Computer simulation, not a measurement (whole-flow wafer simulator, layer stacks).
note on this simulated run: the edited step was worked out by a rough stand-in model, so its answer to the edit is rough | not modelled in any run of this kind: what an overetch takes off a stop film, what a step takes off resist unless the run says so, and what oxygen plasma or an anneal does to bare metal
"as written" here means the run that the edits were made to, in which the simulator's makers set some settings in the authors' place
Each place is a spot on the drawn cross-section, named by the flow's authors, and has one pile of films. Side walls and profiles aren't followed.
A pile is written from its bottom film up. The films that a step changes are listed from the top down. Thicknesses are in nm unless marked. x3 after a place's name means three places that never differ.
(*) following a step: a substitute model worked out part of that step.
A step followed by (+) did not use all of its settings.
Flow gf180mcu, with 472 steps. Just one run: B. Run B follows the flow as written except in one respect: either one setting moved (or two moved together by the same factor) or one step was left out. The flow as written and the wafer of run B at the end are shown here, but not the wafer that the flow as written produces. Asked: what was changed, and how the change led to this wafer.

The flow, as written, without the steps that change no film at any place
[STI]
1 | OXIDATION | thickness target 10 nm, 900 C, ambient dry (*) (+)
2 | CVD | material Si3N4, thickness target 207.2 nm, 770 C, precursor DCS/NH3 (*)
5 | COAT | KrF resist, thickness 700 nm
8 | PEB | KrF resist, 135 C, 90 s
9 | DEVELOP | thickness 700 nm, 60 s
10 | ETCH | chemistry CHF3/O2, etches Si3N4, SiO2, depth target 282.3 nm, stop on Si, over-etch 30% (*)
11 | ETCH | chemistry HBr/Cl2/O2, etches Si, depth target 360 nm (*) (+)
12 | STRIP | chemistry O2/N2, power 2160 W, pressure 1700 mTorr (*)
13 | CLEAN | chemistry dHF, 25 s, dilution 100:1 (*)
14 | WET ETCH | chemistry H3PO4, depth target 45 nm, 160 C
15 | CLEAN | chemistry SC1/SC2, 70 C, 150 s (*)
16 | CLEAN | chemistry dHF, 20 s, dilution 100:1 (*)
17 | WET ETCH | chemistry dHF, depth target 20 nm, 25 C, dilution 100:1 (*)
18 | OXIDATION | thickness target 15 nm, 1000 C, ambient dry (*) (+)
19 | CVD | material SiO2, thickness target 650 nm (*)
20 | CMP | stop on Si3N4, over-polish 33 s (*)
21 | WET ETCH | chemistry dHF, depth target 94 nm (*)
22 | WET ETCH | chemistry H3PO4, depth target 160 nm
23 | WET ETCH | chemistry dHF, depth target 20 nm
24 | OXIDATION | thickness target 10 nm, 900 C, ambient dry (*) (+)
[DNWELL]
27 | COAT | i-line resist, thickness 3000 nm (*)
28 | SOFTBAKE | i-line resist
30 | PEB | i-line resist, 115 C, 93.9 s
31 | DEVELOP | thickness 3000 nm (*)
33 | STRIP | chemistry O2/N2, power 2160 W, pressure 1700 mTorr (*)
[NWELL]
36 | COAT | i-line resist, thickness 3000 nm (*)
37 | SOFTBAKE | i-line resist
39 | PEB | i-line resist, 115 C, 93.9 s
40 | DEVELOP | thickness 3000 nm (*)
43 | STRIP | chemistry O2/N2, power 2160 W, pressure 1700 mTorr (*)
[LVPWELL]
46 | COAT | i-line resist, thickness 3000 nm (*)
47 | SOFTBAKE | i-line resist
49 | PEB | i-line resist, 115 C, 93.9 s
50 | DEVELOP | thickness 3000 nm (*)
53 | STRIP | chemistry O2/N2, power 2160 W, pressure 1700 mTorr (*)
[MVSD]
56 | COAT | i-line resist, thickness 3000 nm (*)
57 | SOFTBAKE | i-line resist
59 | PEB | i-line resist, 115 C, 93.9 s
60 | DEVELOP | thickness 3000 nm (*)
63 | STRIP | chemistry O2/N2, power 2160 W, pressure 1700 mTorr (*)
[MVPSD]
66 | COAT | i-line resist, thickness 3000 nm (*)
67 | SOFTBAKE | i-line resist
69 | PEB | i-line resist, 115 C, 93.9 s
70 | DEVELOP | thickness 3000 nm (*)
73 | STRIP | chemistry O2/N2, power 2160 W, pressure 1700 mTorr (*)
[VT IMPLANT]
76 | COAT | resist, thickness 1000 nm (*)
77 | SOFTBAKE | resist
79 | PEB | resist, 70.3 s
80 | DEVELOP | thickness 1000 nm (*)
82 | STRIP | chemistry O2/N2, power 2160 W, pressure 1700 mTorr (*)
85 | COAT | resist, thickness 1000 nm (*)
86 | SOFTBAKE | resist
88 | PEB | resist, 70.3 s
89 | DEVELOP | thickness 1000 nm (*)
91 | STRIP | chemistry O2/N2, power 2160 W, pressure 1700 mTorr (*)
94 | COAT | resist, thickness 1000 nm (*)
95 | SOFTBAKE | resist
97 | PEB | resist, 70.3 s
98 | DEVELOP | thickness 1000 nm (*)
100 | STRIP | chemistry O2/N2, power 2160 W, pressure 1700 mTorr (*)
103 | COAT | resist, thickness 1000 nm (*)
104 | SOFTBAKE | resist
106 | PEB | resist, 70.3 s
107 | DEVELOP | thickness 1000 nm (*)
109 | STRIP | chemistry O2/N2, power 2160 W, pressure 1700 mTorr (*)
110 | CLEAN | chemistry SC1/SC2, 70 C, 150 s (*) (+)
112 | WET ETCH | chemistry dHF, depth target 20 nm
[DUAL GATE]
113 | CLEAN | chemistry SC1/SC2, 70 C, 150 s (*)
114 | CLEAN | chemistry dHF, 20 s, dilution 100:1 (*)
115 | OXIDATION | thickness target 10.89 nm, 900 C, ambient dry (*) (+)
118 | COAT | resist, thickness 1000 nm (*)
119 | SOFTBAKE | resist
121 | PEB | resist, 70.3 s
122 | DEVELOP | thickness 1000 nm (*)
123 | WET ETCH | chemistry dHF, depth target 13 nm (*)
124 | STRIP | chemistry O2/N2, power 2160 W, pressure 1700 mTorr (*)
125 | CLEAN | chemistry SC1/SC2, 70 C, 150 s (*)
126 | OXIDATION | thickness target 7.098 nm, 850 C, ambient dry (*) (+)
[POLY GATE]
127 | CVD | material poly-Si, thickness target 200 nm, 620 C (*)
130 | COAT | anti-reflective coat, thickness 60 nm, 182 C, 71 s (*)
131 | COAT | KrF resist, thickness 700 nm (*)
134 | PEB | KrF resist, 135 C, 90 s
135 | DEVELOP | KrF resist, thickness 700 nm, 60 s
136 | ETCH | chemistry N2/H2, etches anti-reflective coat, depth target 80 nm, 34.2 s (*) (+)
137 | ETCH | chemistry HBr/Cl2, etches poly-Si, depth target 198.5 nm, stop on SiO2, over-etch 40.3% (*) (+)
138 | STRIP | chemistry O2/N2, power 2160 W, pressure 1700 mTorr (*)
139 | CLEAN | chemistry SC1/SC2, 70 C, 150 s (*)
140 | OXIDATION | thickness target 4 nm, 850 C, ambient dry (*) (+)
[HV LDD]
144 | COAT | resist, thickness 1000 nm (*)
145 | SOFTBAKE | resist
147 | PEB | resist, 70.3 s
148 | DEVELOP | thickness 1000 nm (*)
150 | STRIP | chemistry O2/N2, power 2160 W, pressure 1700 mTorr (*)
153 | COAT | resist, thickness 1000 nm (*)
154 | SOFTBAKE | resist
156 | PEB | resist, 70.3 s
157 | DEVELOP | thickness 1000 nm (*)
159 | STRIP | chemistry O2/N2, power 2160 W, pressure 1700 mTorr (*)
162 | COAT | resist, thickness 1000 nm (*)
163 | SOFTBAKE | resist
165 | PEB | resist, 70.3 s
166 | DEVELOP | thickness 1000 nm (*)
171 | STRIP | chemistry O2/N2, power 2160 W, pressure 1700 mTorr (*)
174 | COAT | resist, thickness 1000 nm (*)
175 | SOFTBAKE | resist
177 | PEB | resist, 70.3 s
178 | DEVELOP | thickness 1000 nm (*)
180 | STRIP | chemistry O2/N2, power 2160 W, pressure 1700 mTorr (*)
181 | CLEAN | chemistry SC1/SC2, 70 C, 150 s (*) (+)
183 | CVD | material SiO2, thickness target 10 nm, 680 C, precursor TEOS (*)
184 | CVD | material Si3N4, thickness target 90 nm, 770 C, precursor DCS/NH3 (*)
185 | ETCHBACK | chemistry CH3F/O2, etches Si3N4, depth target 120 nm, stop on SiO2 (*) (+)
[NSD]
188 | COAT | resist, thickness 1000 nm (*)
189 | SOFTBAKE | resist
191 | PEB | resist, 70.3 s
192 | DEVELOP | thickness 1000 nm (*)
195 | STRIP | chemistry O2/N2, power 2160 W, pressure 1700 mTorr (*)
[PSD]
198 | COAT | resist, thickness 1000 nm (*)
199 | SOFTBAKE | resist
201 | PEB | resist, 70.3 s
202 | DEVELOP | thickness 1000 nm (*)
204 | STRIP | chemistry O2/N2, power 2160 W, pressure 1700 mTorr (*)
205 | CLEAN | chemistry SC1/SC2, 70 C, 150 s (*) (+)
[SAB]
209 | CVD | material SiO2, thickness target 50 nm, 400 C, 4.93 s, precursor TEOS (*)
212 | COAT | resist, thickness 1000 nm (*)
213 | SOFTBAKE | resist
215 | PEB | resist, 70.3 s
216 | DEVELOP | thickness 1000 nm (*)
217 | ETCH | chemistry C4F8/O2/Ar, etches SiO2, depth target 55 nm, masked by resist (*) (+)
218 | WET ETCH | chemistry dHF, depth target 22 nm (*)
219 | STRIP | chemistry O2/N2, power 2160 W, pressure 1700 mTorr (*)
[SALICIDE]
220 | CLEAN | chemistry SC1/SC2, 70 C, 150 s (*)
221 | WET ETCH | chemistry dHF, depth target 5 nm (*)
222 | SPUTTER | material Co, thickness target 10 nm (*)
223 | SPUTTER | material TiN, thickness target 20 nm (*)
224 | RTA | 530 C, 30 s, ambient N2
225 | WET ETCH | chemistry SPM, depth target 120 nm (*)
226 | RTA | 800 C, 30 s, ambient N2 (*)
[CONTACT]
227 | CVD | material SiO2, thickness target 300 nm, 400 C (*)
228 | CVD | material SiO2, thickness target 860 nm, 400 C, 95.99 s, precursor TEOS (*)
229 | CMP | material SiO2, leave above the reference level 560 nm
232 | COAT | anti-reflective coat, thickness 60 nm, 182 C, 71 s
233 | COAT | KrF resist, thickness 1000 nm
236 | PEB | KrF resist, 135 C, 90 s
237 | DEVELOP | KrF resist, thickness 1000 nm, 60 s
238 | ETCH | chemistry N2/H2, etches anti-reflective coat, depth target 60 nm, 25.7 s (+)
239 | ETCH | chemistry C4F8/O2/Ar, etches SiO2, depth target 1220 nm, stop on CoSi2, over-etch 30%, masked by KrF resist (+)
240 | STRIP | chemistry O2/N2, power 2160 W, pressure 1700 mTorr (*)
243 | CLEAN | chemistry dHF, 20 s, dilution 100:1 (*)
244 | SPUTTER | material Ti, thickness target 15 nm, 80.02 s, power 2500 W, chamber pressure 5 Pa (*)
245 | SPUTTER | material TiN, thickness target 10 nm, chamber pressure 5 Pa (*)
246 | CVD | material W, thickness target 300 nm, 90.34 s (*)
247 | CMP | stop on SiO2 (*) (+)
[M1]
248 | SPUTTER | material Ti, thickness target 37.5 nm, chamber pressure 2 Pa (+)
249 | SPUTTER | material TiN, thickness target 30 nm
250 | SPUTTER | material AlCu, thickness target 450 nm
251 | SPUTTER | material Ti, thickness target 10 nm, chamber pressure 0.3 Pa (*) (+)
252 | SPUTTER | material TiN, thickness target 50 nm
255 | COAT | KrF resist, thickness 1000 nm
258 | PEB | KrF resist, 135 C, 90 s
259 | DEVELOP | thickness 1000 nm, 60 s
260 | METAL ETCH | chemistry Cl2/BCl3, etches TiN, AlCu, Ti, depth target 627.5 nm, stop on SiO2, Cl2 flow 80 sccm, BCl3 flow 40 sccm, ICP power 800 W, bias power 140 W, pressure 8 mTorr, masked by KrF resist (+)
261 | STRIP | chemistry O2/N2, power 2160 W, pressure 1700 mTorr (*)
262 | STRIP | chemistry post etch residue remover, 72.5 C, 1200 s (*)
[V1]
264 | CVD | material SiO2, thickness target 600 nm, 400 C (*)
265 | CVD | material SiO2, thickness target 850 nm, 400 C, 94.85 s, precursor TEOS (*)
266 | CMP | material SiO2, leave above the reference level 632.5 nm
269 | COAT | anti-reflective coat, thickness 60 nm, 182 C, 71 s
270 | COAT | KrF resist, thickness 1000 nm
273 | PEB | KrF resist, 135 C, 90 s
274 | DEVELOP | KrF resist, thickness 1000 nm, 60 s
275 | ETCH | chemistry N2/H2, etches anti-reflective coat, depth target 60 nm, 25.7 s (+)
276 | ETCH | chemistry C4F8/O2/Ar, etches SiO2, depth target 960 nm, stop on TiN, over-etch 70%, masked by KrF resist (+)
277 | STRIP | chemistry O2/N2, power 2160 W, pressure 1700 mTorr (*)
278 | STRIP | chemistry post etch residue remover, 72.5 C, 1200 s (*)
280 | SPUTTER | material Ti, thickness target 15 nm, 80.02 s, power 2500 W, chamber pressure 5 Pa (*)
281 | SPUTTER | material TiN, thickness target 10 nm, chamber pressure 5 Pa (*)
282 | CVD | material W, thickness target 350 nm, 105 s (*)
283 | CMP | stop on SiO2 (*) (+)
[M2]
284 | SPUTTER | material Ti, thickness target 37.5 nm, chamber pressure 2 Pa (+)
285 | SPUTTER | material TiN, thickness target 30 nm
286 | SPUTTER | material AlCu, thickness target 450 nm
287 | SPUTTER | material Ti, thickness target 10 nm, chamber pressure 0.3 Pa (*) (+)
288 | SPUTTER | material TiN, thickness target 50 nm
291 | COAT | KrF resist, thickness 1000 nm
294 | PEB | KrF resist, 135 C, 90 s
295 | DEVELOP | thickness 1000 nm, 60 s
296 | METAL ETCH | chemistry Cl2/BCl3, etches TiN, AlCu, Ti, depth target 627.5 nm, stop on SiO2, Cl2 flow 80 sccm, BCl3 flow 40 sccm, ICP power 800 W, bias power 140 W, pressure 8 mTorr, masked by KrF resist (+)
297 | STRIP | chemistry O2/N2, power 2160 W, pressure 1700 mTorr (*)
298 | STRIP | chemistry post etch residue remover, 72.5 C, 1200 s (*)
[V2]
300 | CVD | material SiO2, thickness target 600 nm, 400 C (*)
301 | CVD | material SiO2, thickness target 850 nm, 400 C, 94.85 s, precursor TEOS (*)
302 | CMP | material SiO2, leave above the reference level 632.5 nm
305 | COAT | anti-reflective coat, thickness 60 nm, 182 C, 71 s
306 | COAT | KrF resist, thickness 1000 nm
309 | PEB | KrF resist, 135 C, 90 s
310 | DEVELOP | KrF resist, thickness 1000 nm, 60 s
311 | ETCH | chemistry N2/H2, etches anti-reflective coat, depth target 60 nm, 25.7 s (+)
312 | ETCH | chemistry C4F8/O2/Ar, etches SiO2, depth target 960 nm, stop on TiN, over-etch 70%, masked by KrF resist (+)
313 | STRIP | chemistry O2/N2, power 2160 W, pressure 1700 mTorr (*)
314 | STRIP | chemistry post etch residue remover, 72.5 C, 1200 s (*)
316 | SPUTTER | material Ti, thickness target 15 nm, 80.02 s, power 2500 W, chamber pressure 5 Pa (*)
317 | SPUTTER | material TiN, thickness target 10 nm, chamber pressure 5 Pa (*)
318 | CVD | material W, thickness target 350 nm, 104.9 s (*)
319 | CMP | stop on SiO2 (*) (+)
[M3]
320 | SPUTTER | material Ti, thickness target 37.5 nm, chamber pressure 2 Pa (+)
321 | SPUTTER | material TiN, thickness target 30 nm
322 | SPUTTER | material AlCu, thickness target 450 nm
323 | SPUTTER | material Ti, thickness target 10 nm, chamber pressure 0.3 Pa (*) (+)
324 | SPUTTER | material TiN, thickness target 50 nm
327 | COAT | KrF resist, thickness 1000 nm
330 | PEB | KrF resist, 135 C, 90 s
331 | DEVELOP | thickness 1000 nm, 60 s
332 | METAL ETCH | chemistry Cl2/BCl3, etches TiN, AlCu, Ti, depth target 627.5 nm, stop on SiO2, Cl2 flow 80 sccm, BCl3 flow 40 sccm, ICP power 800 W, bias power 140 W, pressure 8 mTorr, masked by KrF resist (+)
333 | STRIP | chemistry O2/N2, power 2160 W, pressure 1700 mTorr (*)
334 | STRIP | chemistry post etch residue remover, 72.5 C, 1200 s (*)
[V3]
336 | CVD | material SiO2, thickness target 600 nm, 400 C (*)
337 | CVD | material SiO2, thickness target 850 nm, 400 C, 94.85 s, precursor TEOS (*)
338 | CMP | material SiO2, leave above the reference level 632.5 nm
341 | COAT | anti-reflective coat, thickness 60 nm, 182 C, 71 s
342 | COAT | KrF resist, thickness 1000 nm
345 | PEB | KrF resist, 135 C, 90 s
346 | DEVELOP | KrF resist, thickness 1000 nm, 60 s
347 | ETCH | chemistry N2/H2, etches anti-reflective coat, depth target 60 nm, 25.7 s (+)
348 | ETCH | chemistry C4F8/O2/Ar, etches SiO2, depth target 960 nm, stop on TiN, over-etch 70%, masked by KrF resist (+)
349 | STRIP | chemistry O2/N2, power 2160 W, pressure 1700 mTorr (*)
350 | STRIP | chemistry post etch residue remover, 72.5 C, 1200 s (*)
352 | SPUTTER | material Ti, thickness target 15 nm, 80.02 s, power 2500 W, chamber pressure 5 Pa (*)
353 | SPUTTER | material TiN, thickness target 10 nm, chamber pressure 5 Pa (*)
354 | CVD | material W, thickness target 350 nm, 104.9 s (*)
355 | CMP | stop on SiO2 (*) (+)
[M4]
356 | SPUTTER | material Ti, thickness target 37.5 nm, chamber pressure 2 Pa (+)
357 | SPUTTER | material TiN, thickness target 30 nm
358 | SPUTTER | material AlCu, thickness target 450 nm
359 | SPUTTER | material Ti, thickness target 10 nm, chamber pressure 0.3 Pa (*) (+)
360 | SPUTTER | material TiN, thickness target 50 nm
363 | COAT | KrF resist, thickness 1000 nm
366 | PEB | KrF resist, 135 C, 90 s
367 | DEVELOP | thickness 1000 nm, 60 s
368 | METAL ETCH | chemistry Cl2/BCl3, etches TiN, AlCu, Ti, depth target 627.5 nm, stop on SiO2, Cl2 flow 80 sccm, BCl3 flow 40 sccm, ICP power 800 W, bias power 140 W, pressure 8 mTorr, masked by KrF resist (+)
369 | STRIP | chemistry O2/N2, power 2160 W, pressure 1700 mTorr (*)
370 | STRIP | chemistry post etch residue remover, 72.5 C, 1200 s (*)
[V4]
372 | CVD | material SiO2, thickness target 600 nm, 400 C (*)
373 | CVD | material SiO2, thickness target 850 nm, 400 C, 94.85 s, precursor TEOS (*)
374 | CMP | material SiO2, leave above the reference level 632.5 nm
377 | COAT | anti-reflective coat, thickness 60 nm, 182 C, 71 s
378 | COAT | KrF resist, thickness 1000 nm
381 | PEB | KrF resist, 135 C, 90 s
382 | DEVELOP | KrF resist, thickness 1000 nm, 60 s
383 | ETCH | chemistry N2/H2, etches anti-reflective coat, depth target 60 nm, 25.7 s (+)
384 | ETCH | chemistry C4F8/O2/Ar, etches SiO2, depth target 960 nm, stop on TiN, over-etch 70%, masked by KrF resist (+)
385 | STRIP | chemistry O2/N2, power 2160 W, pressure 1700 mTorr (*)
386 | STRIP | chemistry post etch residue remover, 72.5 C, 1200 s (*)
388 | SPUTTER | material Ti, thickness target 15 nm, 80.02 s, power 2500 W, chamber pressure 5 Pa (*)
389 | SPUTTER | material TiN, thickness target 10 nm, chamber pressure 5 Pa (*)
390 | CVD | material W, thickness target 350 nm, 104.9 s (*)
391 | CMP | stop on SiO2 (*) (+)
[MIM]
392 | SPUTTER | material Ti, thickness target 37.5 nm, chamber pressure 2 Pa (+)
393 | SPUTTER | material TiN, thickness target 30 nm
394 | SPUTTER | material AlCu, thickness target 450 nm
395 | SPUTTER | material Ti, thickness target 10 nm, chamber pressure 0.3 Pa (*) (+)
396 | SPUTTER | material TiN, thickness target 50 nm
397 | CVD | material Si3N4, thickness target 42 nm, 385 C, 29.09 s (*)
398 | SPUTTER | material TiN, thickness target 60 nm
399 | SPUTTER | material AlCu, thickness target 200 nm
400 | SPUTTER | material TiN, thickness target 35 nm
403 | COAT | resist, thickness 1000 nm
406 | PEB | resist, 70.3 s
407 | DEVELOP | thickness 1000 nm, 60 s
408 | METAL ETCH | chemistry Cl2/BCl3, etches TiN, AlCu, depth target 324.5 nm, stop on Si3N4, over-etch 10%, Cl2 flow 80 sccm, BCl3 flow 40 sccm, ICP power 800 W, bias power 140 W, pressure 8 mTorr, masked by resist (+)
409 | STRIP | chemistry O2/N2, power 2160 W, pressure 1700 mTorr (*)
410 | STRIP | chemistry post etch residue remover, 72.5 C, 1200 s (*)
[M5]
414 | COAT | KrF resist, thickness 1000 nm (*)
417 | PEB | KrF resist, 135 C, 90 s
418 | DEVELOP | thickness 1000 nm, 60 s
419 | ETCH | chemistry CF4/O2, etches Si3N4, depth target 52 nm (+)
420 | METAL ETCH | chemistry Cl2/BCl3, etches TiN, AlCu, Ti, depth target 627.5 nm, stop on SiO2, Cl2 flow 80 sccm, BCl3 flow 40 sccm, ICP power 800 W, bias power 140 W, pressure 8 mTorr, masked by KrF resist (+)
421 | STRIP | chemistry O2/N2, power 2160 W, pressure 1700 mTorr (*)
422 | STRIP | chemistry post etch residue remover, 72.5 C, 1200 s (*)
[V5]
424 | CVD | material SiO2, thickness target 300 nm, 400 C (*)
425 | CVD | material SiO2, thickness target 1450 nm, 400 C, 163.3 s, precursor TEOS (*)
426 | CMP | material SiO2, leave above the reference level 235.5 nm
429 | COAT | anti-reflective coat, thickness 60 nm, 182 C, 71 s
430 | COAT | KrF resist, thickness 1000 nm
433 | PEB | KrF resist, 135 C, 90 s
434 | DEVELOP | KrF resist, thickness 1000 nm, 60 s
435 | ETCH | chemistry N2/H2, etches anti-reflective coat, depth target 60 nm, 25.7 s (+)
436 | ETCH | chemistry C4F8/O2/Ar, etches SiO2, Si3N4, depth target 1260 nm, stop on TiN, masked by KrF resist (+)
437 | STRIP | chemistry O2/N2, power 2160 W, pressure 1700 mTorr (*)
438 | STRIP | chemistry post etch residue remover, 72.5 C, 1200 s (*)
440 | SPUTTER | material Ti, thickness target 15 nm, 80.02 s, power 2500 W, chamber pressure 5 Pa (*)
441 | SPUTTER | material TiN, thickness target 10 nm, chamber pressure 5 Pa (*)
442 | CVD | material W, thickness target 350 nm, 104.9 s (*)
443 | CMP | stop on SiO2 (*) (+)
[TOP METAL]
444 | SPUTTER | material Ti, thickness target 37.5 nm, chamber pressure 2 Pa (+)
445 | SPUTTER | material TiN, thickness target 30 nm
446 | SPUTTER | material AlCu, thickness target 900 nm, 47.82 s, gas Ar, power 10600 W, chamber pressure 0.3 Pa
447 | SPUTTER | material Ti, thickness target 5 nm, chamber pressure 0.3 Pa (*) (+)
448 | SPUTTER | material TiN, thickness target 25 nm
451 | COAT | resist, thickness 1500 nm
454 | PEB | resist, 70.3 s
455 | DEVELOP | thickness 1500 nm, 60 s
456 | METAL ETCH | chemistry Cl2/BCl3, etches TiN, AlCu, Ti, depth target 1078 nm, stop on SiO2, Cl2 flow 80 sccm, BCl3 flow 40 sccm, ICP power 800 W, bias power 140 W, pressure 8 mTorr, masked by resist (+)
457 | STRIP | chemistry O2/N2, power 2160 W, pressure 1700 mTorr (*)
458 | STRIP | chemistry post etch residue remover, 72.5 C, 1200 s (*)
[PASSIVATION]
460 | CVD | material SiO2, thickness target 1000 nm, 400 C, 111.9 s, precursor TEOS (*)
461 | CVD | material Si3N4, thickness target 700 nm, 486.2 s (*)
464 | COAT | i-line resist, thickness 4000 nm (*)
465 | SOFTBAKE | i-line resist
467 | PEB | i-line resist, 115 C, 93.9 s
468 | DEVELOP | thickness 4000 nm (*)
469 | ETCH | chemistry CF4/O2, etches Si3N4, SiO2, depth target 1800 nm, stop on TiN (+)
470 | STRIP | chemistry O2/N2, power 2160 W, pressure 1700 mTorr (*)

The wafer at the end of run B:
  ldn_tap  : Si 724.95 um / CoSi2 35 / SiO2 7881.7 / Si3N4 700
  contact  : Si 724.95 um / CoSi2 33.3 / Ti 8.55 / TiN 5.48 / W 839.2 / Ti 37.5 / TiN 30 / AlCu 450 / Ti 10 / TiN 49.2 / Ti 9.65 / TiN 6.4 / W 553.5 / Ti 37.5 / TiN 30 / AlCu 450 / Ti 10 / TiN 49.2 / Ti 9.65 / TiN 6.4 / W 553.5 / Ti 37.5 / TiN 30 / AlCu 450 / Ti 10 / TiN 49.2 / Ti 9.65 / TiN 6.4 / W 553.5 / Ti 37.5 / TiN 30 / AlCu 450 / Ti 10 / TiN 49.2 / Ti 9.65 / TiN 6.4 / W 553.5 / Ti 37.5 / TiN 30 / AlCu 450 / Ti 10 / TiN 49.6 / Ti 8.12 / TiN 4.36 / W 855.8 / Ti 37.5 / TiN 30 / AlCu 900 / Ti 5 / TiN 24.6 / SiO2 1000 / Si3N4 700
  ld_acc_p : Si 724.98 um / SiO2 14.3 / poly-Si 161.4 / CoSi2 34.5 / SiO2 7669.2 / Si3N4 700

What caused this: step 441, SPUTTER: thickness target 8.1 nm was run, whereas the flow has thickness target 10 nm.

The path from the change to this, step by step:
  441 | SPUTTER | material TiN, thickness target 10 nm, chamber pressure 5 Pa (*)
      field, field__w1, field__w2 and 108 more: TiN gains 8.1 (new film) (it would be, as written: TiN gains 10 (new film))
      contact: TiN gains 4.36 (new film) (it would be, as written: TiN gains 5.38 (new film))
  443 | CMP | stop on SiO2 (*) (+)
      field, field__w1, field__w2 and 108 more: W loses 350 (all of it), TiN loses 8.1 (all of it), Ti loses 15 (all of it), SiO2 loses 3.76 (it would be, as written: W loses 350 (all of it), TiN loses 10 (all of it), Ti loses 15 (all of it), SiO2 loses 3.78)
